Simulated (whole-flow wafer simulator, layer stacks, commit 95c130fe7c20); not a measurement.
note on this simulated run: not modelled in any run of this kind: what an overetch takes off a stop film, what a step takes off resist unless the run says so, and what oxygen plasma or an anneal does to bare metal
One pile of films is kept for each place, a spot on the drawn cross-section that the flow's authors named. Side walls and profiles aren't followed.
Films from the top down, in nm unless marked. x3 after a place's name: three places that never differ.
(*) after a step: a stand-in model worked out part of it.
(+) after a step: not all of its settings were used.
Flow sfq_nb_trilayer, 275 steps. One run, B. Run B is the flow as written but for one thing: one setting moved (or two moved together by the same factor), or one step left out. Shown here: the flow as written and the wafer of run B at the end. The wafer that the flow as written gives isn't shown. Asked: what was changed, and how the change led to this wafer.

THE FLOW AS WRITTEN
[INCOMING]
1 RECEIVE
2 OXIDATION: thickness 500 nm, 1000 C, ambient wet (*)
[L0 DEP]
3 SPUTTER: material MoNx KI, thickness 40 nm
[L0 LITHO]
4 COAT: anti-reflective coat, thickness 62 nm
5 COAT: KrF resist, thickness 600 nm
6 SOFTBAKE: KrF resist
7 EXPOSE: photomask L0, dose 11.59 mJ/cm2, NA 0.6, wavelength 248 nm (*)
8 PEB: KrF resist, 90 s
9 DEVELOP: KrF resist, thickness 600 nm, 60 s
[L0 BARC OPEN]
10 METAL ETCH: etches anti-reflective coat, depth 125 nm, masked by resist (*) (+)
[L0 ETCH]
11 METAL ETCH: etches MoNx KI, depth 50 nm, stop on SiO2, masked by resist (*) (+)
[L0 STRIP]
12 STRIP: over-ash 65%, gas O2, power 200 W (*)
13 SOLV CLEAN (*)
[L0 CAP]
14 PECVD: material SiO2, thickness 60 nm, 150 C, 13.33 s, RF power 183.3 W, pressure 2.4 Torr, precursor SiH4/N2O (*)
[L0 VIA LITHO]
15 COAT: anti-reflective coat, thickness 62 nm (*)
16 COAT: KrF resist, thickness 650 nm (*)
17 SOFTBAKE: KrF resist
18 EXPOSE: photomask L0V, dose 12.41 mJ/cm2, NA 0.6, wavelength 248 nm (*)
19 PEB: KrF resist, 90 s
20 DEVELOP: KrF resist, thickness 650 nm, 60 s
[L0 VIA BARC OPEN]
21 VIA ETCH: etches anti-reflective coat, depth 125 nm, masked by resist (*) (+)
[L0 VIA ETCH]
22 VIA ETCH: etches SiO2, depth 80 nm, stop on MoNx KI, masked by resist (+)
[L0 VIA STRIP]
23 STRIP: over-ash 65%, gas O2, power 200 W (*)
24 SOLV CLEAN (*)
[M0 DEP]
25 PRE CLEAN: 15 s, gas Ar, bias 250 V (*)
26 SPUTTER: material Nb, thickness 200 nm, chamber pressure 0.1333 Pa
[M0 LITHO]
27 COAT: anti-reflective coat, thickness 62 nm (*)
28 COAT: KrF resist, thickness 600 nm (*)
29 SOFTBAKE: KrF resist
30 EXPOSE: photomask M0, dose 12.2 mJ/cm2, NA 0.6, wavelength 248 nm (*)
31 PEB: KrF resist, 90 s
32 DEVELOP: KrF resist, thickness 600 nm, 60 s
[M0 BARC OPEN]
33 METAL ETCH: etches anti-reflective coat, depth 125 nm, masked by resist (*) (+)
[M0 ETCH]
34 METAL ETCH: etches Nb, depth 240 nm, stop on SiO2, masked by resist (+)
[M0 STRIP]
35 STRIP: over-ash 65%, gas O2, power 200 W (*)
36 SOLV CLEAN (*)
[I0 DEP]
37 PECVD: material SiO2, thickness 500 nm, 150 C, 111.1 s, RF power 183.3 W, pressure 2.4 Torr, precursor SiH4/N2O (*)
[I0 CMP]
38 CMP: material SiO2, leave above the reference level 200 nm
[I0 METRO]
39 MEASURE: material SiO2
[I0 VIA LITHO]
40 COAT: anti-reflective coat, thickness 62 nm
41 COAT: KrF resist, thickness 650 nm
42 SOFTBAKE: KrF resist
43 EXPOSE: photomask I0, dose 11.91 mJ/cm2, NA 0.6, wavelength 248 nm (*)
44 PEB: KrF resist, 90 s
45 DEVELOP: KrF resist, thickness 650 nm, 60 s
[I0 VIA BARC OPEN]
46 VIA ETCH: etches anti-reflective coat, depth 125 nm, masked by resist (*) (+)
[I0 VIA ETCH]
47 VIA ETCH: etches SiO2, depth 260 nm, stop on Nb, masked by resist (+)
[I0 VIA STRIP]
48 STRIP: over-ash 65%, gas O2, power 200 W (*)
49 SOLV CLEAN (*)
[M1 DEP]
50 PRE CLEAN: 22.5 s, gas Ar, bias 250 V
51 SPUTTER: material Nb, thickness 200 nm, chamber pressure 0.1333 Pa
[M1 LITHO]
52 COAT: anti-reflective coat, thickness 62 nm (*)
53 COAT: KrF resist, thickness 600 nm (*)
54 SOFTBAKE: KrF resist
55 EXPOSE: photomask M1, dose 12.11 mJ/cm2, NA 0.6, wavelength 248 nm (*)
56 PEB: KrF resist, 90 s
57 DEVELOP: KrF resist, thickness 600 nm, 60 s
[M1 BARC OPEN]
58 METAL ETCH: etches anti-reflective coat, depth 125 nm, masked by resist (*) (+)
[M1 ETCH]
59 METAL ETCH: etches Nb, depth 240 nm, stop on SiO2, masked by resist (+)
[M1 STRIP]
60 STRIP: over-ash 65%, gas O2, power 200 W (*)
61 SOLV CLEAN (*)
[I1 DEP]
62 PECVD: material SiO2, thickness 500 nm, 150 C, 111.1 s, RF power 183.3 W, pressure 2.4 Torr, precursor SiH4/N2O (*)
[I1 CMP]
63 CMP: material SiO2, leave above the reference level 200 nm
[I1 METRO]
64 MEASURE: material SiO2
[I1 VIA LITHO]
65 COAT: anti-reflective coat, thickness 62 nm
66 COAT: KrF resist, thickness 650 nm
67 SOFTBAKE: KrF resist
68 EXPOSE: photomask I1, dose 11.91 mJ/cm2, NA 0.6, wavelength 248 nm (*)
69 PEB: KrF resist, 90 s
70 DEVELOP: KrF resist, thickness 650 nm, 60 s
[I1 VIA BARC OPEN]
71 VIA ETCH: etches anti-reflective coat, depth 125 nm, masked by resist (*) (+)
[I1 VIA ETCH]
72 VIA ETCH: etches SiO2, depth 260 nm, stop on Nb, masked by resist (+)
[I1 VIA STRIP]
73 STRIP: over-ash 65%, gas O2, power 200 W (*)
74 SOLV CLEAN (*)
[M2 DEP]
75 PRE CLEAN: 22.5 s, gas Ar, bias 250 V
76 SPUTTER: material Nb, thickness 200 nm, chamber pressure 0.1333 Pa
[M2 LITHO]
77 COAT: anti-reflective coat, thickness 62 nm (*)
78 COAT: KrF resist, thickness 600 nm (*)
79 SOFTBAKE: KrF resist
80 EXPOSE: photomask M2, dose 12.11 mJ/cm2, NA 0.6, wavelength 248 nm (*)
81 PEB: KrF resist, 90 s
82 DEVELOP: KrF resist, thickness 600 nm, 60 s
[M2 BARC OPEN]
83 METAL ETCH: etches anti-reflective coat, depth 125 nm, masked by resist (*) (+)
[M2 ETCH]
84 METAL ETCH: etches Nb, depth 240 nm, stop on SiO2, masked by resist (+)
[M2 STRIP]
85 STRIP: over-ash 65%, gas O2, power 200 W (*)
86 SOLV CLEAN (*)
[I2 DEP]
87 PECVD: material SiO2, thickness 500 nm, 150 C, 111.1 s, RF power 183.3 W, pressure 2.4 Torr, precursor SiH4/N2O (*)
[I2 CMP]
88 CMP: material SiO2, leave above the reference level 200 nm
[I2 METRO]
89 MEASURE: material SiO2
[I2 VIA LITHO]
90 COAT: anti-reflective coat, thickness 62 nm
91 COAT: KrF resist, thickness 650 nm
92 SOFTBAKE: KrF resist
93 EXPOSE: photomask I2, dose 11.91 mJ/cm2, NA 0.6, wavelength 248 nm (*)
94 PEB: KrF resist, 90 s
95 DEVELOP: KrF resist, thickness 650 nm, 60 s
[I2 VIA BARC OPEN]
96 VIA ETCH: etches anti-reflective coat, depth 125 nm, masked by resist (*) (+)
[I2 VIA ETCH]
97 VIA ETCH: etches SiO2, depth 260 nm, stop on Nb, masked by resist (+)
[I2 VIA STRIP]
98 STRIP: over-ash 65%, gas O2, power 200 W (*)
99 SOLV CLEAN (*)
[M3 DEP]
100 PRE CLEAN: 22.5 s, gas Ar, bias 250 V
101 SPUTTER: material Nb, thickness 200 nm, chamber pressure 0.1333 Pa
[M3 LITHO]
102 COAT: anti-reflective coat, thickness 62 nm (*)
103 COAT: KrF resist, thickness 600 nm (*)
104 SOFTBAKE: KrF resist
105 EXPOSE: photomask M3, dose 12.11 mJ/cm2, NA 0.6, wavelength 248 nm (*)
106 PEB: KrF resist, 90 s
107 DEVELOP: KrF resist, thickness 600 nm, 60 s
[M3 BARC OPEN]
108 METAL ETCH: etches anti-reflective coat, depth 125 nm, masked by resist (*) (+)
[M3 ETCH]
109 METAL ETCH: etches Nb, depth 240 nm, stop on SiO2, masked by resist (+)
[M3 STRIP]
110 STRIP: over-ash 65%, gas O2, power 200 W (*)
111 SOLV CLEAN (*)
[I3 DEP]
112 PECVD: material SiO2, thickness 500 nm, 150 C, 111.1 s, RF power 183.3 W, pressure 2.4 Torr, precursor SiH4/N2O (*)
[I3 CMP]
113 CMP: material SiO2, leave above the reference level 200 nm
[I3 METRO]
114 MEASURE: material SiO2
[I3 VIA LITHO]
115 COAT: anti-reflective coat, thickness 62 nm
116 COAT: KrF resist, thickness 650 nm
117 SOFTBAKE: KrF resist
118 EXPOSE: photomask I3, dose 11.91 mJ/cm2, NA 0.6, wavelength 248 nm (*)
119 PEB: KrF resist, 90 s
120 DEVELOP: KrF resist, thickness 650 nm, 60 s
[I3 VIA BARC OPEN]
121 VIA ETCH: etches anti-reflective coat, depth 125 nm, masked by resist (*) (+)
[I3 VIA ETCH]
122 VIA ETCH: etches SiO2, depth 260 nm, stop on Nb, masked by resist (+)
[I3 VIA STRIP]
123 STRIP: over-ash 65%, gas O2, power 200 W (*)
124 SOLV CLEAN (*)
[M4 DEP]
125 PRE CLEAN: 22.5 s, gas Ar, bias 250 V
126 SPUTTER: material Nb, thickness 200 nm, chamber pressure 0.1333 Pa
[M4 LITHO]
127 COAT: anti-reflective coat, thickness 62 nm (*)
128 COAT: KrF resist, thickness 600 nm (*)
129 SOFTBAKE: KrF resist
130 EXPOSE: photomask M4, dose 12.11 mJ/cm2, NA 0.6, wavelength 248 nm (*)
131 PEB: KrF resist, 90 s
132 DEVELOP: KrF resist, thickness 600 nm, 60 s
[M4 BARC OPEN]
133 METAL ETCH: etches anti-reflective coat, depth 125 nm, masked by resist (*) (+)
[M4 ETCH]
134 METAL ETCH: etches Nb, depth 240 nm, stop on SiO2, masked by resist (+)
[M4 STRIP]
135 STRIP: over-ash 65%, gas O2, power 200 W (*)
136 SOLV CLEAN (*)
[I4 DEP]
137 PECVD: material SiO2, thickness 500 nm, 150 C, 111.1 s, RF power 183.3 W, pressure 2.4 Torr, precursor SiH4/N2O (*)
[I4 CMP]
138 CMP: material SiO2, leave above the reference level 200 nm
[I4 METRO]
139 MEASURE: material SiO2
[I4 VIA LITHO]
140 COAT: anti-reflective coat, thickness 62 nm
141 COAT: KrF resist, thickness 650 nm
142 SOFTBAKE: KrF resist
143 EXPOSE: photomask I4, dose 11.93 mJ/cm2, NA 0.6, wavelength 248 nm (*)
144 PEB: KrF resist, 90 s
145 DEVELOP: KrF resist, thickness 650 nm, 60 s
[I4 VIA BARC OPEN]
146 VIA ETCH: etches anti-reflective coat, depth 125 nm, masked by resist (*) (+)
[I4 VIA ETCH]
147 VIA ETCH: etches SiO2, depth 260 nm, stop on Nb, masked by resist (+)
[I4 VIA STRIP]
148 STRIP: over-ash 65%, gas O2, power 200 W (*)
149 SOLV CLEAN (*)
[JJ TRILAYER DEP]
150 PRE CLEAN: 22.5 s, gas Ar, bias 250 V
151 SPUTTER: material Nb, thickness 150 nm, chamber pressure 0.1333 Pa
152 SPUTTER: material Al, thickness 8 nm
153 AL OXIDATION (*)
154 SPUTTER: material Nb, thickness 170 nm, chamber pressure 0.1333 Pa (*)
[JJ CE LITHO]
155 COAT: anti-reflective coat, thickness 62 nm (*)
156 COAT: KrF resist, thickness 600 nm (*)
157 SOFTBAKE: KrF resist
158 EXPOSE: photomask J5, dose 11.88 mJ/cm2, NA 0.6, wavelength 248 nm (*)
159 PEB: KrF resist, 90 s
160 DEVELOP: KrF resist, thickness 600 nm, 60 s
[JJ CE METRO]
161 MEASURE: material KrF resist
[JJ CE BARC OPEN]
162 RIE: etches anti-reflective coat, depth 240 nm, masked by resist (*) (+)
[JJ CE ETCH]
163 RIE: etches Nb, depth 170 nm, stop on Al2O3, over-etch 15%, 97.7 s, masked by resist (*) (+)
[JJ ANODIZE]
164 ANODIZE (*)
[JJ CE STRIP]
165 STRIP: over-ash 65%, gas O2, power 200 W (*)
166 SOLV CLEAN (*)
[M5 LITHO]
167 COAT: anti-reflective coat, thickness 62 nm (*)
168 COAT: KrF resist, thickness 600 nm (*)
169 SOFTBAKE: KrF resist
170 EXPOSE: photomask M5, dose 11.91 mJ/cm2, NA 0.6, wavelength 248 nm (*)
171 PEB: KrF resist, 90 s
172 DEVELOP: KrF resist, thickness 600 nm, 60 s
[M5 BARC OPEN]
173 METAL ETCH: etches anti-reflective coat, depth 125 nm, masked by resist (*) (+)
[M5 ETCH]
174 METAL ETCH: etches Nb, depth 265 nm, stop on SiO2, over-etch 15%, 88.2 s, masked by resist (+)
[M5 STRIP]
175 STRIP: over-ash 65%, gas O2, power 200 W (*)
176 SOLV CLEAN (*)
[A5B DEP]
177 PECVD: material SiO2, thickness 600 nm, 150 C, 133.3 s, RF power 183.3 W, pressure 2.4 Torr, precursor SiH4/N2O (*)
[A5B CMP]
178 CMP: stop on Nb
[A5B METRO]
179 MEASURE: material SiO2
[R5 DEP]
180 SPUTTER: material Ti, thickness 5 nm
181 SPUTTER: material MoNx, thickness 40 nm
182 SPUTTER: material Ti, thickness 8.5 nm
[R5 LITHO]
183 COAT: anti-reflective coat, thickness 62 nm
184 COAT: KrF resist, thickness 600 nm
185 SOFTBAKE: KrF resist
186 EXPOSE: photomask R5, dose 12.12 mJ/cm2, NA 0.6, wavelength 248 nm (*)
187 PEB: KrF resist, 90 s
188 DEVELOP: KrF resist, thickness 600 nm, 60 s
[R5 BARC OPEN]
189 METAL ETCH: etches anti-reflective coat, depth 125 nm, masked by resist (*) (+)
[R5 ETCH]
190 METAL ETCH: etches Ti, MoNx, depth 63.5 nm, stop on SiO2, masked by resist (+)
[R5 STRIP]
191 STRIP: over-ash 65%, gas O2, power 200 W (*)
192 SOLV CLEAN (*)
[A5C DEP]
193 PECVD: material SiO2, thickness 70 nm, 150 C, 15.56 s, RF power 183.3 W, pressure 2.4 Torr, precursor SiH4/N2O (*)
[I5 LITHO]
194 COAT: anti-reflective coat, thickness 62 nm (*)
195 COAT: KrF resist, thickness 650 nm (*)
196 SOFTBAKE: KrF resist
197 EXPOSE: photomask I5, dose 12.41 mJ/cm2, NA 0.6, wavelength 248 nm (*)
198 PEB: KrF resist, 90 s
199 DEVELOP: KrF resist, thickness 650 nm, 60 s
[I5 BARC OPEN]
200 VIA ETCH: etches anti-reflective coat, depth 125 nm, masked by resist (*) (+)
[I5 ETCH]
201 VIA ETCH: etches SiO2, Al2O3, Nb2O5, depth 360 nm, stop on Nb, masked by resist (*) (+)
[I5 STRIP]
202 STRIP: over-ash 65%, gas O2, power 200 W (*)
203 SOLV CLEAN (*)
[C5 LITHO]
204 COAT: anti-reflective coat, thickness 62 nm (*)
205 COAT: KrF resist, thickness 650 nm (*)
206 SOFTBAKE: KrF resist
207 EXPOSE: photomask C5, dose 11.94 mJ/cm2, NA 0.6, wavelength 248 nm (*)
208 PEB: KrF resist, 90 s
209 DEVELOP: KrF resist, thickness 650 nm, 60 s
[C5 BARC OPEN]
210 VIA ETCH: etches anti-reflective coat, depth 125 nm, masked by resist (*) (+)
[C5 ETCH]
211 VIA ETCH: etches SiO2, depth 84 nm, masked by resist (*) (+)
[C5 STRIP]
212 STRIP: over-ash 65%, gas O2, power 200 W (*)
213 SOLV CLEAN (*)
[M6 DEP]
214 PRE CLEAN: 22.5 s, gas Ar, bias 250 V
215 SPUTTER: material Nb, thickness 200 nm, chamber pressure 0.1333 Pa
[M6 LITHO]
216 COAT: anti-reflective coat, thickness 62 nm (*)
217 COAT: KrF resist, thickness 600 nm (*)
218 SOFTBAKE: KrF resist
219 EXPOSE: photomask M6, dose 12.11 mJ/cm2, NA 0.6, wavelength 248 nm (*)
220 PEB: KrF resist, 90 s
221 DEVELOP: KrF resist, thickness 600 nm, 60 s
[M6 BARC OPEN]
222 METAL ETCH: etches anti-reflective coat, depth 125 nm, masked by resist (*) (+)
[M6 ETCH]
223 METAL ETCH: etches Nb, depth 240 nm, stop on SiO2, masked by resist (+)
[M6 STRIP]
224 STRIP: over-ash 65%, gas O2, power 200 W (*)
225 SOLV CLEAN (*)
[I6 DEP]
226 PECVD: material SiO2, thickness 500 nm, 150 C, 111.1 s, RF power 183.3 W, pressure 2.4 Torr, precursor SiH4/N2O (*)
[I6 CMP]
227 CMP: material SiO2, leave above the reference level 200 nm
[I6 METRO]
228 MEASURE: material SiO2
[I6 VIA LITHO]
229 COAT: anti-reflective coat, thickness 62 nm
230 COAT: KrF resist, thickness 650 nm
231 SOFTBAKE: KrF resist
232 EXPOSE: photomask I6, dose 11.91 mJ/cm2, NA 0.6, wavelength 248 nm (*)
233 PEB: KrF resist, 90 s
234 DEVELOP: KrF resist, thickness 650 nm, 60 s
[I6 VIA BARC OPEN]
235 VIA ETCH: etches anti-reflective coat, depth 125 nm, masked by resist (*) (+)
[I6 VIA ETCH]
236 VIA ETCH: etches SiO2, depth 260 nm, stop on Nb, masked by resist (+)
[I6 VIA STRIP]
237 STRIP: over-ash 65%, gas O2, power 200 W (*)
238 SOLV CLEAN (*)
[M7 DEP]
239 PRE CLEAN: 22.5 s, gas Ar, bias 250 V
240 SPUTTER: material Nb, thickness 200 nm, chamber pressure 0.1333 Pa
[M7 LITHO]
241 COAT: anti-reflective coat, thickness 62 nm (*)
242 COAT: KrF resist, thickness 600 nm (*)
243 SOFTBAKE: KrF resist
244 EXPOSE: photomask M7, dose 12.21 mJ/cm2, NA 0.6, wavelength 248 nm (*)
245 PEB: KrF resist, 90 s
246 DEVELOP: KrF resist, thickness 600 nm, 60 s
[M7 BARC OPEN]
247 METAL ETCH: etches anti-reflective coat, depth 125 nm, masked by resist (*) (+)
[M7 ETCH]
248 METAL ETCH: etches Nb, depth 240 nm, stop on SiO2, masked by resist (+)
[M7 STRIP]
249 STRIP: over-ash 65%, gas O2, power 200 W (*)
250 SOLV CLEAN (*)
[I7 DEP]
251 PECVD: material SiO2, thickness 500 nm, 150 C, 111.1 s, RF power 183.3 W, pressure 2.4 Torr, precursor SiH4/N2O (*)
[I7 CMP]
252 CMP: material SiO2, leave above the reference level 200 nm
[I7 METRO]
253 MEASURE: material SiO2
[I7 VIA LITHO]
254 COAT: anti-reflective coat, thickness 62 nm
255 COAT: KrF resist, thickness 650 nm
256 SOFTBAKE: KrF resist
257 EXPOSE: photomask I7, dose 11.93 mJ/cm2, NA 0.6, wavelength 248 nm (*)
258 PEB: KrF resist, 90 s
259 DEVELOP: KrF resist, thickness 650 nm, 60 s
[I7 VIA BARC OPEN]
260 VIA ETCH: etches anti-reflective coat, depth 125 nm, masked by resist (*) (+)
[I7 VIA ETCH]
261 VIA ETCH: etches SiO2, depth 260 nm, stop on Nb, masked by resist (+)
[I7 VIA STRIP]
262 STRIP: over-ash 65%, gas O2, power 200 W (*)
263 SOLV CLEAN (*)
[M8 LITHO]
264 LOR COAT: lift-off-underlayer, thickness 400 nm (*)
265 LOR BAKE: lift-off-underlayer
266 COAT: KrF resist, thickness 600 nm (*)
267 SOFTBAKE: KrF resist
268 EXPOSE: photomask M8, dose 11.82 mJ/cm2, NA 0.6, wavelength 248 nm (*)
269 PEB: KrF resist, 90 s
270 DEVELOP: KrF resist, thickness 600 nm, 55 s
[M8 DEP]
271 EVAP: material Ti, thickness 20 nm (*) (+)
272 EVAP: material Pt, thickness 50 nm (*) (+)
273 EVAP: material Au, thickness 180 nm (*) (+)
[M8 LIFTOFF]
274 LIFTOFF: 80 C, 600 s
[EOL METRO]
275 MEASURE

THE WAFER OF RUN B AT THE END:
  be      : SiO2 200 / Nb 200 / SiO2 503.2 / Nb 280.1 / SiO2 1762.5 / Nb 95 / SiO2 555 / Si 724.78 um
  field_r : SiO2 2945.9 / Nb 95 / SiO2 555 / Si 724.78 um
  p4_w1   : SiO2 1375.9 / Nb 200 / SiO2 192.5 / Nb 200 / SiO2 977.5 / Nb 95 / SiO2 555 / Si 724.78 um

The cause: step 26, SPUTTER: thickness 95 nm was run, where the flow has thickness 200 nm.
It can be read off the wafer: be has Nb 95, and step 26 as written asks for 200 nm.

How the change led to this, step by step:
  26 SPUTTER: material Nb, thickness 200 nm, chamber pressure 0.1333 Pa
      field_l, via_wl, via_w and 100 more: Nb +95 (new film) (as written it would be: Nb +200 (new film))
      v_sur: Nb +91.7 (new film) (as written it would be: Nb +200 (new film))
      (and at 2 more places)
  27 COAT: anti-reflective coat, thickness 62 nm (*)
      v_sur: anti-reflective coat +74 (new film) (as written it would be: anti-reflective coat +72.3 (new film))
  34 METAL ETCH: etches Nb, depth 240 nm, stop on SiO2, masked by resist (+)
      field_l, v_sur, via_wl and 100 more: KrF resist -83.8 (as written it would be: KrF resist -141.2)
      moat, m0r_space_l, m0r_space_r: Nb -95 (all of it) (as written it would be: Nb -200 (all of it))
  35 STRIP: over-ash 65%, gas O2, power 200 W (*)
      p4_fl, p4_fm, p4_w1 and 68 more: KrF resist -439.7 (all of it), anti-reflective coat -62 (all of it) (as written it would be: KrF resist -382.4 (all of it), anti-reflective coat -62 (all of it))
      c5j, ce_r, sp_r, be_r, r_sur, res: KrF resist -446.3 (all of it), anti-reflective coat -63.6 (all of it) (as written it would be: KrF resist -389 (all of it), anti-reflective coat -63.6 (all of it))
      (and at 26 more places)
  37 PECVD: material SiO2, thickness 500 nm, 150 C, 111.1 s, RF power 183.3 W, pressure 2.4 Torr, precursor SiH4/N2O (*)
      moat, m0r_space_l, m0r_space_r: SiO2 +500 (as written it would be: SiO2 +557.1)
  38 CMP: material SiO2, leave above the reference level 200 nm
      moat, m0r_space_l, m0r_space_r: SiO2 -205 (as written it would be: SiO2 -157.1)
